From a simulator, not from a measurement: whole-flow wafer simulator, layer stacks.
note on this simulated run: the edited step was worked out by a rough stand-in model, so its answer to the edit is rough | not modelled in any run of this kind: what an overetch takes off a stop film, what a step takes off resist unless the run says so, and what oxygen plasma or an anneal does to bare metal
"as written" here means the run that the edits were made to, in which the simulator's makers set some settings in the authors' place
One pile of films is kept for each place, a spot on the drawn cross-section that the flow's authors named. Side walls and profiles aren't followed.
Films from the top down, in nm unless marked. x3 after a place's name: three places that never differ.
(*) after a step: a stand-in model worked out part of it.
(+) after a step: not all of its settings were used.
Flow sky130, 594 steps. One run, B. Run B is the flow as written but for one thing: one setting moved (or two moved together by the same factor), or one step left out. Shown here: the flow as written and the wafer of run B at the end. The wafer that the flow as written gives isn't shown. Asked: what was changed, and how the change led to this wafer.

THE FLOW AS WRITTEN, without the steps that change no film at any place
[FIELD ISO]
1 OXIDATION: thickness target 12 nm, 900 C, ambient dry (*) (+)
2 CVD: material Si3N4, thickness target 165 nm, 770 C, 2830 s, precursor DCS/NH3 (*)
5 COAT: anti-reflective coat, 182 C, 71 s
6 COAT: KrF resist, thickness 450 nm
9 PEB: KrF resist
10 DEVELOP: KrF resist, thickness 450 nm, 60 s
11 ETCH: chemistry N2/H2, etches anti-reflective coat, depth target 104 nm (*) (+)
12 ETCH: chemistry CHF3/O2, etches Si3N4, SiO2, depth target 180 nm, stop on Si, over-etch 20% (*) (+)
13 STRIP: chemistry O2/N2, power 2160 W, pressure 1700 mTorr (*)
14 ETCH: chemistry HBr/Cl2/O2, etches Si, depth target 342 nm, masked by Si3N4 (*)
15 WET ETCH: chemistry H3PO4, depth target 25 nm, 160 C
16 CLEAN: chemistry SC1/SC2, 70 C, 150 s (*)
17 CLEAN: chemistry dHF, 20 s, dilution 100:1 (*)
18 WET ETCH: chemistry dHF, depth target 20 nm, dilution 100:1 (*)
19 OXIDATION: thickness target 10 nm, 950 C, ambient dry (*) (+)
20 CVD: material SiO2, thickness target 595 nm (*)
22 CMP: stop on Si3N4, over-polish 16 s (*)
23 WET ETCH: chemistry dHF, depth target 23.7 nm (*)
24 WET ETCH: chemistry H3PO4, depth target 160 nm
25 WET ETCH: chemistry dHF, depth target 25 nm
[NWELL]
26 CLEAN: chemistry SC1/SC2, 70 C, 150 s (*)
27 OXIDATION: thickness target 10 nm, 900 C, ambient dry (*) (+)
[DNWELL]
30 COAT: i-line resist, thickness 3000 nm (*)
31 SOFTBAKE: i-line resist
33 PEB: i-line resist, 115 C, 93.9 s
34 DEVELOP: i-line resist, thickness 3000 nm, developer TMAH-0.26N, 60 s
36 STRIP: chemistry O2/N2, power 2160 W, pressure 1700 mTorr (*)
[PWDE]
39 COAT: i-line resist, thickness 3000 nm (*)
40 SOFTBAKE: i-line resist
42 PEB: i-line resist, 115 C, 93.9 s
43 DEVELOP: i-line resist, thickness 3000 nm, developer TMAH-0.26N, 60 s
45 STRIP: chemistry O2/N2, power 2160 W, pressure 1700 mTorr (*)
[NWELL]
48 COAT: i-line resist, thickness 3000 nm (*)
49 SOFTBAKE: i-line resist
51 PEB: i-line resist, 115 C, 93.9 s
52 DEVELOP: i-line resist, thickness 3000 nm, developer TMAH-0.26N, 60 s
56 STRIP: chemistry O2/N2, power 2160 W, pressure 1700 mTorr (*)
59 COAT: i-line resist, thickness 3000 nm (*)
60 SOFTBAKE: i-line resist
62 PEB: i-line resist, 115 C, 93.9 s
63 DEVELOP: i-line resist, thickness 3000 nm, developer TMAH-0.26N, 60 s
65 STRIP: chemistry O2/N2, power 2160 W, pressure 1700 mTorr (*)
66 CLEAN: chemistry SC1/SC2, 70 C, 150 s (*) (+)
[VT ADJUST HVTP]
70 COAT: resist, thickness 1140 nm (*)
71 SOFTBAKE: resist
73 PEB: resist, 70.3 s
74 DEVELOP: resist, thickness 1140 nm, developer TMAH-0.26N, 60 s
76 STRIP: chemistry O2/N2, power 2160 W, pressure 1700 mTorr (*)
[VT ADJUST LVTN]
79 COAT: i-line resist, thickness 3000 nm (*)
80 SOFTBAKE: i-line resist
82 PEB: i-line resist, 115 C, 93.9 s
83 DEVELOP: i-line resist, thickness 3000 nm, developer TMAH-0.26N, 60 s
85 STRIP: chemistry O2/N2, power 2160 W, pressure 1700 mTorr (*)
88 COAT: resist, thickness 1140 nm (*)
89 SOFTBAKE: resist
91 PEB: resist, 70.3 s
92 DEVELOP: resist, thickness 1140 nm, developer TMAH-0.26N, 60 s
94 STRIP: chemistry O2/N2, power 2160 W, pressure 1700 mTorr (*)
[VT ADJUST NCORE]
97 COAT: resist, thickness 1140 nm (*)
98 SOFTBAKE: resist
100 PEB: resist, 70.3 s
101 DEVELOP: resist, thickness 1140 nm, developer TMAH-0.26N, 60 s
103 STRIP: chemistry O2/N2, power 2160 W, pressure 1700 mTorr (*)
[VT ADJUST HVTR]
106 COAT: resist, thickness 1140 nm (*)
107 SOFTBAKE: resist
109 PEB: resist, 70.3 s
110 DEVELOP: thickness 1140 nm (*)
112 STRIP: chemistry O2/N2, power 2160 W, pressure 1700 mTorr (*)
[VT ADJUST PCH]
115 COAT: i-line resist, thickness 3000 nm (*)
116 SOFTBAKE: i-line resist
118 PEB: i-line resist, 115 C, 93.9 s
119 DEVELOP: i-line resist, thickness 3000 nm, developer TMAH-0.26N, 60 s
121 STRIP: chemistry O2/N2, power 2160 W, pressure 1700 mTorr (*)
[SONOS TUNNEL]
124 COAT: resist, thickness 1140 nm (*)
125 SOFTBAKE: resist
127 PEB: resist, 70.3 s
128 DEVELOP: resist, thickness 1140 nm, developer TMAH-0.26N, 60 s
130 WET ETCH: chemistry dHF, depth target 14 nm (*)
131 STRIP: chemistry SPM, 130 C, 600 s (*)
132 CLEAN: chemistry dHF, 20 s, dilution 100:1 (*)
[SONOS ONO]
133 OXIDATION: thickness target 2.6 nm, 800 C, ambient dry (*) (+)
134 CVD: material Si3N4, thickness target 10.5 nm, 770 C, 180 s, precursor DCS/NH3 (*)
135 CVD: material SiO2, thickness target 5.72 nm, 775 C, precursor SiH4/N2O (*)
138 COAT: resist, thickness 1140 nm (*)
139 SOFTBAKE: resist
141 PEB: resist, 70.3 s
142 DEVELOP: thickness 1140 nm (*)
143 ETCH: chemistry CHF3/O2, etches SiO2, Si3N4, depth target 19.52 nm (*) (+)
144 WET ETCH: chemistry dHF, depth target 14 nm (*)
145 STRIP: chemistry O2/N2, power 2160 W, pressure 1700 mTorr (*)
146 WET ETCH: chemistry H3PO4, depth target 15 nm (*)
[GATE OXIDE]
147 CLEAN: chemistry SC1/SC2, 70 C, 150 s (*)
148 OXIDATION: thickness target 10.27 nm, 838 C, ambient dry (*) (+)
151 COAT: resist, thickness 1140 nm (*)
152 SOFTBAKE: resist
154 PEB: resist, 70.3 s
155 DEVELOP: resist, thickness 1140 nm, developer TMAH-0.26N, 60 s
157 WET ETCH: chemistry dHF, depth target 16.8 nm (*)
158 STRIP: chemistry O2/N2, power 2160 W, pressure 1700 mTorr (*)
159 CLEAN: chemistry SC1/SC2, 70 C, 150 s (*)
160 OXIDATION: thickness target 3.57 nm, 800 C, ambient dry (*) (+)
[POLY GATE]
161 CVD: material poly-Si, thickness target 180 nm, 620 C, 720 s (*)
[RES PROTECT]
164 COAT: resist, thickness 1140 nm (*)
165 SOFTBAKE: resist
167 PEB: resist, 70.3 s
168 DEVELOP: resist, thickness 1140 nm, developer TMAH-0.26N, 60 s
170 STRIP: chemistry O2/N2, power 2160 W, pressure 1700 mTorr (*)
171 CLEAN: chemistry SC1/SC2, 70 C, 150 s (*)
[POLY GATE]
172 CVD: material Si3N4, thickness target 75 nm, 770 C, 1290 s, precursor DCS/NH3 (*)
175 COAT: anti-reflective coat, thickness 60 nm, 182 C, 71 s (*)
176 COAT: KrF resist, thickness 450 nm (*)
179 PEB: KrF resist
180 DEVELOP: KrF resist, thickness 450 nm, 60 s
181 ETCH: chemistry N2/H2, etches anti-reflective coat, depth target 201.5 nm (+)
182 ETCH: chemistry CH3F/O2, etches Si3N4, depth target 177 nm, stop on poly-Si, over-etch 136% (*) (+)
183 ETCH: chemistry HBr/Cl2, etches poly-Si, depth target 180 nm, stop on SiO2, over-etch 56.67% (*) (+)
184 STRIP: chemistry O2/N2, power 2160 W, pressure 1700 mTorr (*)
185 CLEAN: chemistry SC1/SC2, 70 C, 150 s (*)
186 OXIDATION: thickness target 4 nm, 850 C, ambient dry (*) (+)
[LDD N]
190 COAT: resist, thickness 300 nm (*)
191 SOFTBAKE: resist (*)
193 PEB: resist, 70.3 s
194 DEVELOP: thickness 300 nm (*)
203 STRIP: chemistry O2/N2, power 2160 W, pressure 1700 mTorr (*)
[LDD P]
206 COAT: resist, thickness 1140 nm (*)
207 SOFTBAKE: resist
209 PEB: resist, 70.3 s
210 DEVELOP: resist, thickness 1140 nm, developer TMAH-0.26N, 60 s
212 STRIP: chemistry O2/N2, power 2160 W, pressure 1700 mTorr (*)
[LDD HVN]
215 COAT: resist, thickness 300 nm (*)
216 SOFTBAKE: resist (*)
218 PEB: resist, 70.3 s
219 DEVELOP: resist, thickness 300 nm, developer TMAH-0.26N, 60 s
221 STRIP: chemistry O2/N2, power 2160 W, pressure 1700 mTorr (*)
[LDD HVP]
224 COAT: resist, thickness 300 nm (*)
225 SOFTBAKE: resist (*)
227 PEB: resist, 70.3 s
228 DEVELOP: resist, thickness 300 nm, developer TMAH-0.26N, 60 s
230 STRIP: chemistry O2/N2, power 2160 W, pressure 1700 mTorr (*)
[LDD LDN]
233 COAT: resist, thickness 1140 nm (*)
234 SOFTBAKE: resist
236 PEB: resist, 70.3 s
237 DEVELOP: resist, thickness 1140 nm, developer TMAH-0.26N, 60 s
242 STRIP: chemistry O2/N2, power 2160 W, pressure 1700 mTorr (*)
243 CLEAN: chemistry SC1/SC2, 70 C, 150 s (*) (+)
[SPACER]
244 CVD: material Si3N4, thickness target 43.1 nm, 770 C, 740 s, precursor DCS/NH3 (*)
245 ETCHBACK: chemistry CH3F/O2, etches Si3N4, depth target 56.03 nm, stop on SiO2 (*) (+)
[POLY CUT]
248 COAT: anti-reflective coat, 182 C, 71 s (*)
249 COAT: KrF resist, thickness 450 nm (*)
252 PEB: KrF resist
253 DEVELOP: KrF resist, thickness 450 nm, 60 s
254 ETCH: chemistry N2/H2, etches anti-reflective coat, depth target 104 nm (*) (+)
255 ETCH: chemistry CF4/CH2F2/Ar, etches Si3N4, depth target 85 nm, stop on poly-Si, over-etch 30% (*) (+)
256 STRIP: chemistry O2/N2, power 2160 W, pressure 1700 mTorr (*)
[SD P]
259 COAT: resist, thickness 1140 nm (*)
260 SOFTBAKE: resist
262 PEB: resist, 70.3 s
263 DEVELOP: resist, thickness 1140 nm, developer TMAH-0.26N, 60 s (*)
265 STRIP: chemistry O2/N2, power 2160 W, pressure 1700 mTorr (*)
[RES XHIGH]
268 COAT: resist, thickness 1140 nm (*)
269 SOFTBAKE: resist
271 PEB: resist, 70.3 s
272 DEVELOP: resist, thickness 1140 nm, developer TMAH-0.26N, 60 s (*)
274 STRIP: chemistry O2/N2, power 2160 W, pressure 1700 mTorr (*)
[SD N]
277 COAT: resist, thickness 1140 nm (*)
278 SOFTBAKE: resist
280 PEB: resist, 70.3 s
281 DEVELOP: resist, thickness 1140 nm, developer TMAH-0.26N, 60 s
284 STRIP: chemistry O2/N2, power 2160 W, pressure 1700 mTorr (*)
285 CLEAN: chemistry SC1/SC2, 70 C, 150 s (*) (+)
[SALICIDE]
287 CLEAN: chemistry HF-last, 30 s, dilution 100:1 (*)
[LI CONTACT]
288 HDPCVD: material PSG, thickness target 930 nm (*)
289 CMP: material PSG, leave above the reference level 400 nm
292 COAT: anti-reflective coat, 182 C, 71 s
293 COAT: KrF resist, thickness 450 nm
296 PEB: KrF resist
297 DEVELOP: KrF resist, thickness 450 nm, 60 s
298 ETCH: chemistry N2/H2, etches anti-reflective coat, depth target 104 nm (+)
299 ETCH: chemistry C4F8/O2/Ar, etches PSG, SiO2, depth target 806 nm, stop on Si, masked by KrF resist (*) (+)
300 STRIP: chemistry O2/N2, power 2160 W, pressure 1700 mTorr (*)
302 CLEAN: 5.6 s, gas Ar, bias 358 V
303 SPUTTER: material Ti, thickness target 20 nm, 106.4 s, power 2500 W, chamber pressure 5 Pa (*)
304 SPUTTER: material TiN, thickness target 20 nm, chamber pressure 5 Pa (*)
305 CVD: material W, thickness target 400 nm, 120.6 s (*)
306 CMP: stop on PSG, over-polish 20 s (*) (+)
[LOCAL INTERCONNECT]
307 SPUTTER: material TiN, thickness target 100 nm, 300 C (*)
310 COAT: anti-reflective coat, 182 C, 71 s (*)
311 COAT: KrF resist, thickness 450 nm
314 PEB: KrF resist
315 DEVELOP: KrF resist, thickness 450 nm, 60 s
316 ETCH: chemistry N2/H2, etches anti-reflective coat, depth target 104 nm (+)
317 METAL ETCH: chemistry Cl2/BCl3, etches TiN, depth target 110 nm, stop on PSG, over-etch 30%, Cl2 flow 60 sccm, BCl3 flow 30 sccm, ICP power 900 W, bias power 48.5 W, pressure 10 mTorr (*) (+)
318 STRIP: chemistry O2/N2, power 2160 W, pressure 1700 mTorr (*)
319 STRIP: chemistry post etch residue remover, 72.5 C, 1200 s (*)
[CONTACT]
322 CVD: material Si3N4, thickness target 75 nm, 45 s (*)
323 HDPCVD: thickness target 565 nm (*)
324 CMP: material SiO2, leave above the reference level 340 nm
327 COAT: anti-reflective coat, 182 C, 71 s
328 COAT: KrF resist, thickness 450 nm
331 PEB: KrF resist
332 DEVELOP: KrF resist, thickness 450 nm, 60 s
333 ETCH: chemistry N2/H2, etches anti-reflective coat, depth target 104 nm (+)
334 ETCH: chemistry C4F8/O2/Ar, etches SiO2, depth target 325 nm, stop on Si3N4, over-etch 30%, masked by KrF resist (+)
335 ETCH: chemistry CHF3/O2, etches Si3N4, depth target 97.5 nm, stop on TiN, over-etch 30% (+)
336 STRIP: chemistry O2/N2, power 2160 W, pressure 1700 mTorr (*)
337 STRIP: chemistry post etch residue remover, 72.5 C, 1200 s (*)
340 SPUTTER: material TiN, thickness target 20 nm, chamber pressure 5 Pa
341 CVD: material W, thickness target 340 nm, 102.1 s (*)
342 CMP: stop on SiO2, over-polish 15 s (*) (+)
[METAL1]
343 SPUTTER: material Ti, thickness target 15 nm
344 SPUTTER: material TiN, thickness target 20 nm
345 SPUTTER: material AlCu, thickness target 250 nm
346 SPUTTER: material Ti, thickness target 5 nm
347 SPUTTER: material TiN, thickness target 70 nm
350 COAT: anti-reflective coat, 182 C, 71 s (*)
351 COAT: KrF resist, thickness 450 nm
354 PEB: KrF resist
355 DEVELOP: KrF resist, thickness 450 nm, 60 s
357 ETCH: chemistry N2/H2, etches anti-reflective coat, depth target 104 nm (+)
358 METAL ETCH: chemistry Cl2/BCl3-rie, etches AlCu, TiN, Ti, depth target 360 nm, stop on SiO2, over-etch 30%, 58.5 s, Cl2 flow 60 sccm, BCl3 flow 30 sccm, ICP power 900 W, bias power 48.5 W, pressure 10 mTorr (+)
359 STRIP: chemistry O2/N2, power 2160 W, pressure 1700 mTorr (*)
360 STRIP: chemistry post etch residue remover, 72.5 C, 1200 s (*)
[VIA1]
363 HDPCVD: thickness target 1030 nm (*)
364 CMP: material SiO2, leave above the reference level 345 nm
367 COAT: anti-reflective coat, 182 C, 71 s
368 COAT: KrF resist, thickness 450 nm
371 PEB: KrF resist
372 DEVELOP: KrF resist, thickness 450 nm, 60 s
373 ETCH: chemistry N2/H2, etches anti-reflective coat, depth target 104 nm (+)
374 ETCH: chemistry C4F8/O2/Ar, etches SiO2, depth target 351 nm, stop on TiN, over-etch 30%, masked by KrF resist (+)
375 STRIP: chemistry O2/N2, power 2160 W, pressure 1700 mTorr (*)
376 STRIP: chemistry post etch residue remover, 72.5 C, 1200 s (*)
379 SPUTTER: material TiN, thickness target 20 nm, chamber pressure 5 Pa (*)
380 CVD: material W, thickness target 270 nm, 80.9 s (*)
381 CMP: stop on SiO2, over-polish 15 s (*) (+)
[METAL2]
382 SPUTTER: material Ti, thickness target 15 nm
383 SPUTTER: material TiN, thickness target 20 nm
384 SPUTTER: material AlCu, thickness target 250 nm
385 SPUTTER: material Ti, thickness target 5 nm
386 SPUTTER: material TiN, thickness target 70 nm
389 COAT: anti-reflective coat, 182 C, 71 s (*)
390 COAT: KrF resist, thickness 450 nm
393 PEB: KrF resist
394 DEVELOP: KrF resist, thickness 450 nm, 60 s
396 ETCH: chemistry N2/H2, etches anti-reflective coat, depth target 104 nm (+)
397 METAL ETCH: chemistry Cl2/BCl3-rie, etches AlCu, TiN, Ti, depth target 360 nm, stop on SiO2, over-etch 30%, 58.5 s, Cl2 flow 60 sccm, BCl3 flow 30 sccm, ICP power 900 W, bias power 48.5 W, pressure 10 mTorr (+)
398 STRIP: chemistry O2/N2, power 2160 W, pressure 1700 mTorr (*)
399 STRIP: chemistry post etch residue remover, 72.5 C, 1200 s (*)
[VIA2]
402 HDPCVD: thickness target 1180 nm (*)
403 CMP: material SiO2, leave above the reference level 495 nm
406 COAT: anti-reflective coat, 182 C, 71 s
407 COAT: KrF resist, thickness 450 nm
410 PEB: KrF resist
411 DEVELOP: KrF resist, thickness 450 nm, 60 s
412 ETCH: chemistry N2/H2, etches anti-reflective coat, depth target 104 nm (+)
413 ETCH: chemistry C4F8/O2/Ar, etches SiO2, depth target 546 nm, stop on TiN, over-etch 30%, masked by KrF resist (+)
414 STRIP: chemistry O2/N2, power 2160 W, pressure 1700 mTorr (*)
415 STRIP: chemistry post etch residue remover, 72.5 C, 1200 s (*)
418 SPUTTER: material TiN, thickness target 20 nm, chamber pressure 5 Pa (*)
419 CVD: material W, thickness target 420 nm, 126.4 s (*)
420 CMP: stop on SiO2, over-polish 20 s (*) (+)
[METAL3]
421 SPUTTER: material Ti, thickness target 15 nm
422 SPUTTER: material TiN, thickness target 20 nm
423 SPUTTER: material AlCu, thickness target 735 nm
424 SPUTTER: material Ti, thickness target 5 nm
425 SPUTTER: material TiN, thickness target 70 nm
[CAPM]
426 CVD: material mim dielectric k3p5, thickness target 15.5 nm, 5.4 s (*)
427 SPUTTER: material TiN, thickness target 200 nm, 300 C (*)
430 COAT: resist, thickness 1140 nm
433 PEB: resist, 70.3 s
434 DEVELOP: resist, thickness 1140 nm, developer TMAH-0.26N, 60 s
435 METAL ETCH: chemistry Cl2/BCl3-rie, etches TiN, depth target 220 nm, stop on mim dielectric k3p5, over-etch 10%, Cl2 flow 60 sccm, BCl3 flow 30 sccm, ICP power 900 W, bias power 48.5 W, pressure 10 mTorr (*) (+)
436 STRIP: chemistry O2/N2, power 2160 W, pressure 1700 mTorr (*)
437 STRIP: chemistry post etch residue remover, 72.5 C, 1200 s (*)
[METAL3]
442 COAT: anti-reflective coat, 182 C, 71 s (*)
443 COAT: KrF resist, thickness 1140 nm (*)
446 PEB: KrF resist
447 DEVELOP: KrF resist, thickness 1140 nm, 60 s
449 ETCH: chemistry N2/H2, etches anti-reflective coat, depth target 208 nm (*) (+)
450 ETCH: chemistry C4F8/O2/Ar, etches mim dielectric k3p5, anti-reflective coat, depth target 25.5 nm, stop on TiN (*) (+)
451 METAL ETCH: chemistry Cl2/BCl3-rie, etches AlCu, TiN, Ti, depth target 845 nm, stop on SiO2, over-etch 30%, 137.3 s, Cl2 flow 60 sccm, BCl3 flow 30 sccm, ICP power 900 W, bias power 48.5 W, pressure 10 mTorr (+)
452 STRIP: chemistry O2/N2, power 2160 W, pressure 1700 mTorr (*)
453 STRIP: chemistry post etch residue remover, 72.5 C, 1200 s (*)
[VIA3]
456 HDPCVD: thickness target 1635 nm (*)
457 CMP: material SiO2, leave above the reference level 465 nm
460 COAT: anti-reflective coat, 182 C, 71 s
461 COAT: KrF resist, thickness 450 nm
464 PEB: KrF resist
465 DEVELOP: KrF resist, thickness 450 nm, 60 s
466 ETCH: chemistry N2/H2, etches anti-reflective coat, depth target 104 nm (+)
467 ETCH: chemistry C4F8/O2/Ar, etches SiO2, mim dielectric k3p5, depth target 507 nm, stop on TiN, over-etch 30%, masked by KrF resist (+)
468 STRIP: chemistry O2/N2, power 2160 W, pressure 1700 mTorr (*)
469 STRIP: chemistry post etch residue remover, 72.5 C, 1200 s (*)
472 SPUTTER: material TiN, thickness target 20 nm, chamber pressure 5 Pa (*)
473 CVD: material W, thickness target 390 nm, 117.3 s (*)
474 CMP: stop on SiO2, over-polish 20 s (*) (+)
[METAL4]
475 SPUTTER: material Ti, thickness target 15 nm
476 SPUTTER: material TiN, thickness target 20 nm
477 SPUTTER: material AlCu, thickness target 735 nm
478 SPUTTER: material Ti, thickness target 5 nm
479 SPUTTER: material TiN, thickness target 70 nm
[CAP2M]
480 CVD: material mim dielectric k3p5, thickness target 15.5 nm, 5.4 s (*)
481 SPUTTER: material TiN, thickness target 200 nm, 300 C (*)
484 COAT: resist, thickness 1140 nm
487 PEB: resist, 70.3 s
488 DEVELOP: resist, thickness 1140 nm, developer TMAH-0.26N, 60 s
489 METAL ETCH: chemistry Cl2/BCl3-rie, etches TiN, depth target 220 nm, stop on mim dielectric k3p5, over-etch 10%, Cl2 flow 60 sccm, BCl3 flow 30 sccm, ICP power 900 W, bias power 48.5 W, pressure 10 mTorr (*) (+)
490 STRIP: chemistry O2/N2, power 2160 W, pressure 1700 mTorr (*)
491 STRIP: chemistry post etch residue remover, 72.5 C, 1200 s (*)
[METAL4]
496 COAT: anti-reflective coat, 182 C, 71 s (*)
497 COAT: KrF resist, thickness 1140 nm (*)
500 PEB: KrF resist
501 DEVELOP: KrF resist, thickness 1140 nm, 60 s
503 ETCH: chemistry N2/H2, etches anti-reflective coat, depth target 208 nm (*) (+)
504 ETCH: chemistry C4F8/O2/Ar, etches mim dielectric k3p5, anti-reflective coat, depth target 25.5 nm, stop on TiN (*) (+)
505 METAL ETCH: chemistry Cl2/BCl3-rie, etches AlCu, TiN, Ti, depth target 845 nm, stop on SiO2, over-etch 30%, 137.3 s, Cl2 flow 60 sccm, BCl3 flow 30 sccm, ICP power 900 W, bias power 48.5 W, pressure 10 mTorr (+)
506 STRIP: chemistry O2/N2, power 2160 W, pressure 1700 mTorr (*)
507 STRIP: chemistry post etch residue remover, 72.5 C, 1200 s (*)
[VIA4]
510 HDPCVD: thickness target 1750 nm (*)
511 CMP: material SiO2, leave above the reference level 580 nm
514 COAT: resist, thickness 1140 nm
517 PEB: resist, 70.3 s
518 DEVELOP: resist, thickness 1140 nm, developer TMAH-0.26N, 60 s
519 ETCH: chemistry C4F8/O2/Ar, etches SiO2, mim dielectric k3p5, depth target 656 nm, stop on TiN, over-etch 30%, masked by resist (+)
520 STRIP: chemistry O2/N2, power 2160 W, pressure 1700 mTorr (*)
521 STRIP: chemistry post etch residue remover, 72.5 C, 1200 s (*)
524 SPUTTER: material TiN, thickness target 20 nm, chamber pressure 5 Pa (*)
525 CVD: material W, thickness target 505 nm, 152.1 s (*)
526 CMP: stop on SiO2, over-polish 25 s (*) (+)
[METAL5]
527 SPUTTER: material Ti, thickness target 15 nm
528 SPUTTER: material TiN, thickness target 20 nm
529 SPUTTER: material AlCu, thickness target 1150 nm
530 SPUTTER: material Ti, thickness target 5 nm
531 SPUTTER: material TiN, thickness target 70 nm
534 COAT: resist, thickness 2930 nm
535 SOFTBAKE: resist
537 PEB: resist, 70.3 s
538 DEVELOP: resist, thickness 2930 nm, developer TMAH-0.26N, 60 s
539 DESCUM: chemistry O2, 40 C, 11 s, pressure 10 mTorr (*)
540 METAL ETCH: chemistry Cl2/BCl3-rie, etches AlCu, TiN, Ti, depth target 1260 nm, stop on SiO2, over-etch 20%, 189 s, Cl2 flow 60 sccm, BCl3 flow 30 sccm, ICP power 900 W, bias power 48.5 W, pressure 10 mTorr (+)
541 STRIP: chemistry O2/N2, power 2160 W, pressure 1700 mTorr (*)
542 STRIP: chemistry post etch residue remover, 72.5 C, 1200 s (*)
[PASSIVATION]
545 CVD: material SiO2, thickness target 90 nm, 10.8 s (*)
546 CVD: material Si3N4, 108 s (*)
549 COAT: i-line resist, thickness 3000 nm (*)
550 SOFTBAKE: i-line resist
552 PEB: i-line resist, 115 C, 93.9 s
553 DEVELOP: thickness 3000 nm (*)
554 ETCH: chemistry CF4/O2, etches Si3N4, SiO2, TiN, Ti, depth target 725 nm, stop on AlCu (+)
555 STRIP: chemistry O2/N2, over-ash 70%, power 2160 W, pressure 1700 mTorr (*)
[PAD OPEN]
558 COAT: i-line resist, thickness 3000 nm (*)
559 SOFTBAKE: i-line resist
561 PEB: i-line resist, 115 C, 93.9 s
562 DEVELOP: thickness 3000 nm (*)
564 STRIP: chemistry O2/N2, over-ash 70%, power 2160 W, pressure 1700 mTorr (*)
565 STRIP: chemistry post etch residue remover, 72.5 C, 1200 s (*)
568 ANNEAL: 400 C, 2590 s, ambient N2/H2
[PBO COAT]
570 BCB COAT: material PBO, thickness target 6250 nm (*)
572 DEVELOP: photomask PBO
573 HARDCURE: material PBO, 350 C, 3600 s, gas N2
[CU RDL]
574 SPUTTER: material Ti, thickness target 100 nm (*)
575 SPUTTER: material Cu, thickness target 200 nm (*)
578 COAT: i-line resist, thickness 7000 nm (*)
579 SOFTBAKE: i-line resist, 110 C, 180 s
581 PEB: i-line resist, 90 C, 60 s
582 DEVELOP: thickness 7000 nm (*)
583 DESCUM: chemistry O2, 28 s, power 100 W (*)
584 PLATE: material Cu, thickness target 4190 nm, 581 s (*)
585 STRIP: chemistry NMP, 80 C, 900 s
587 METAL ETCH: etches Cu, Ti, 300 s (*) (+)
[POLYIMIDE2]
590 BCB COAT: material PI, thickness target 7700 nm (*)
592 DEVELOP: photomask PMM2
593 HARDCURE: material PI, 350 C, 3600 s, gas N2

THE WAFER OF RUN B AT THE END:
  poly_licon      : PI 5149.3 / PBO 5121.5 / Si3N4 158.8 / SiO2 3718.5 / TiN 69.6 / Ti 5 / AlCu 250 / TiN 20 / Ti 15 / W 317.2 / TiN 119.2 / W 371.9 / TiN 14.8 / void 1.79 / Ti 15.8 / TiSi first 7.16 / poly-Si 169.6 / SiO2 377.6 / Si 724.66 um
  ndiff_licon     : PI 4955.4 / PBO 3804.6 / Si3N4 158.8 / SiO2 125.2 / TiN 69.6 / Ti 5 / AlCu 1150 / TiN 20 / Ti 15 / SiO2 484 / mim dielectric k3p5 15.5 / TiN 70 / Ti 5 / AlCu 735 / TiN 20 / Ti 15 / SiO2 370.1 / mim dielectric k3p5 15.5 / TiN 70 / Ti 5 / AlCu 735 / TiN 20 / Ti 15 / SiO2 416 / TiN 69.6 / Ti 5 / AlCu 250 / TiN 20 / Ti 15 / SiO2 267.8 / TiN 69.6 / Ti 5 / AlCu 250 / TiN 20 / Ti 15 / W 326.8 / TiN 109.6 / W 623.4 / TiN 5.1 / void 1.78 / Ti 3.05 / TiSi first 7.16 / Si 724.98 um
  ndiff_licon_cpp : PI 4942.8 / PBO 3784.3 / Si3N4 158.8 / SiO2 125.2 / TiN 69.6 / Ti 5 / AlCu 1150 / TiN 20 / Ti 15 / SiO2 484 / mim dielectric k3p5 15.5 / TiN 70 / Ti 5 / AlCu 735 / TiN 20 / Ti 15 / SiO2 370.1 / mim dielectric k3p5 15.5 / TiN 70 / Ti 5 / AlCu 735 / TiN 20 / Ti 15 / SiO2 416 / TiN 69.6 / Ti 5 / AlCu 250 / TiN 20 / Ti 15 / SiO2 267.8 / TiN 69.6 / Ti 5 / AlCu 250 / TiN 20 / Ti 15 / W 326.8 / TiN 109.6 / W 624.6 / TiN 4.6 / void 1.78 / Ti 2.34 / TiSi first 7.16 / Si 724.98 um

The cause: step 304, SPUTTER: thickness target 14.8 nm was run, where the flow has thickness target 20 nm.
It can be read off the wafer: poly_licon has TiN 14.8, and step 304 as written asks for 20 nm.

How the change led to this, step by step:
  304 SPUTTER: material TiN, thickness target 20 nm, chamber pressure 5 Pa (*)
      field, active, n_well and 185 more: TiN +14.8 (new film) (as written it would be: TiN +20 (new film))
      ndiff_licon: TiN +5.1 (new film) (as written it would be: TiN +6.83 (new film))
      (and at 2 more places)
  306 CMP: stop on PSG, over-polish 20 s (*) (+)
      field, active, n_well and 184 more: W -400 (all of it), TiN -14.8 (all of it), Ti -20 (all of it), PSG -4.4 (as written it would be: W -400 (all of it), TiN -20 (all of it), Ti -20 (all of it), PSG -4.4)
      poly_licon: W -28.1 (as written it would be: W -33.3)
